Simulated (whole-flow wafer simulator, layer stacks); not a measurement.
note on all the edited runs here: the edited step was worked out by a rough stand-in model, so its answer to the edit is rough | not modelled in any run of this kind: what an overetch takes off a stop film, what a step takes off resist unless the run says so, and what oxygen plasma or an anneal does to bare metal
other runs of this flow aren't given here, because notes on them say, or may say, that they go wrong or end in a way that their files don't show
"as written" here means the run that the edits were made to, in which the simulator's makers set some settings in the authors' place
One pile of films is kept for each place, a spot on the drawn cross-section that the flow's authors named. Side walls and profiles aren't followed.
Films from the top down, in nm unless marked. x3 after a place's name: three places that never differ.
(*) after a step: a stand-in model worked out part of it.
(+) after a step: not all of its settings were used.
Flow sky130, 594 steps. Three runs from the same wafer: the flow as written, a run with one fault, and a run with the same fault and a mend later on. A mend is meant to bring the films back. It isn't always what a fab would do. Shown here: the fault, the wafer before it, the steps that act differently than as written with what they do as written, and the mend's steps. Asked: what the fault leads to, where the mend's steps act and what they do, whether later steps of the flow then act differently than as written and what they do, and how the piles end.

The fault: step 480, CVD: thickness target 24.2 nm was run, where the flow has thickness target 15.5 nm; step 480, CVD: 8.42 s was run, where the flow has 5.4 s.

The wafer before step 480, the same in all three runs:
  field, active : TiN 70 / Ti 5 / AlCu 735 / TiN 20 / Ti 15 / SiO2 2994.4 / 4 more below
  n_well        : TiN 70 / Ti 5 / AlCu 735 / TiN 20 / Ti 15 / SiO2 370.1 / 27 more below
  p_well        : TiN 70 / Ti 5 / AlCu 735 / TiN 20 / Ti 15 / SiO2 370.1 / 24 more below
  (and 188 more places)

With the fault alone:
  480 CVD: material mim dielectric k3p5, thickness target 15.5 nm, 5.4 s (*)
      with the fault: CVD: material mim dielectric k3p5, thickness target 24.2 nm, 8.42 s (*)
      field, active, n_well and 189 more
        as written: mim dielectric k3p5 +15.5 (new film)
        with the fault: mim dielectric k3p5 +24.2 (new film)
  Later steps of the flow that act differently than as written (6 more steps differ only slightly, by at most 2% or 0.5 nm, whichever is larger, and aren't shown):
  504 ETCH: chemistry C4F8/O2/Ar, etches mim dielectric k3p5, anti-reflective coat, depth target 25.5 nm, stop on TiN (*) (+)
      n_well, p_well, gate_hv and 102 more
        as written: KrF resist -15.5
        with the fault: KrF resist -17
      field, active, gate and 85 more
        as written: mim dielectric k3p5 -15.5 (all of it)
        with the fault: mim dielectric k3p5 -24.2 (all of it)
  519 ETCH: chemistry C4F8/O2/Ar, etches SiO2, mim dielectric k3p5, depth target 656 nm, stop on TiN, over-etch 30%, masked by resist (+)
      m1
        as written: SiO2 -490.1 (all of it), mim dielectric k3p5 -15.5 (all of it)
        with the fault: SiO2 -481.4 (all of it), mim dielectric k3p5 -24.2 (all of it)
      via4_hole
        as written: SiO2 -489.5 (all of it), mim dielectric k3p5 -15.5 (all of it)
        with the fault: SiO2 -480.8 (all of it), mim dielectric k3p5 -24.2 (all of it)
  At the end the piles differ from the flow's by more than 2% or 0.5 nm, whichever is larger, at n_well, p_well, gate_hv and 100 more.
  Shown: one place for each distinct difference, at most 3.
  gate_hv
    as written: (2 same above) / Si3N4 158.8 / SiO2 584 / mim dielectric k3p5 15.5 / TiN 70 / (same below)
    with the fault: (2 same above) / Si3N4 158.8 / SiO2 575.3 / mim dielectric k3p5 24.2 / TiN 70 / (same below)
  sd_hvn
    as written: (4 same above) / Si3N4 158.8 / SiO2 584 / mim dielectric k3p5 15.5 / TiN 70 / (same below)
    with the fault: (4 same above) / Si3N4 158.8 / SiO2 575.3 / mim dielectric k3p5 24.2 / TiN 70 / (same below)
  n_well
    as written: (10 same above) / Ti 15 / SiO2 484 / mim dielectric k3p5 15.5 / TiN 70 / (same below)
    with the fault: (10 same above) / Ti 15 / SiO2 475.3 / mim dielectric k3p5 24.2 / TiN 70 / (same below)

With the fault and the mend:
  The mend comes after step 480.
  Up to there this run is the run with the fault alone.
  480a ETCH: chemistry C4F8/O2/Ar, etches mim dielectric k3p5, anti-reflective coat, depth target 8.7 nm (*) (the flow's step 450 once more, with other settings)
      field, active, n_well and 189 more
        mim dielectric k3p5 -8.7
  No later step of the flow acts differently than as written at any place that is followed.
  At the end the piles are the same as the flow's at every place that both follow.
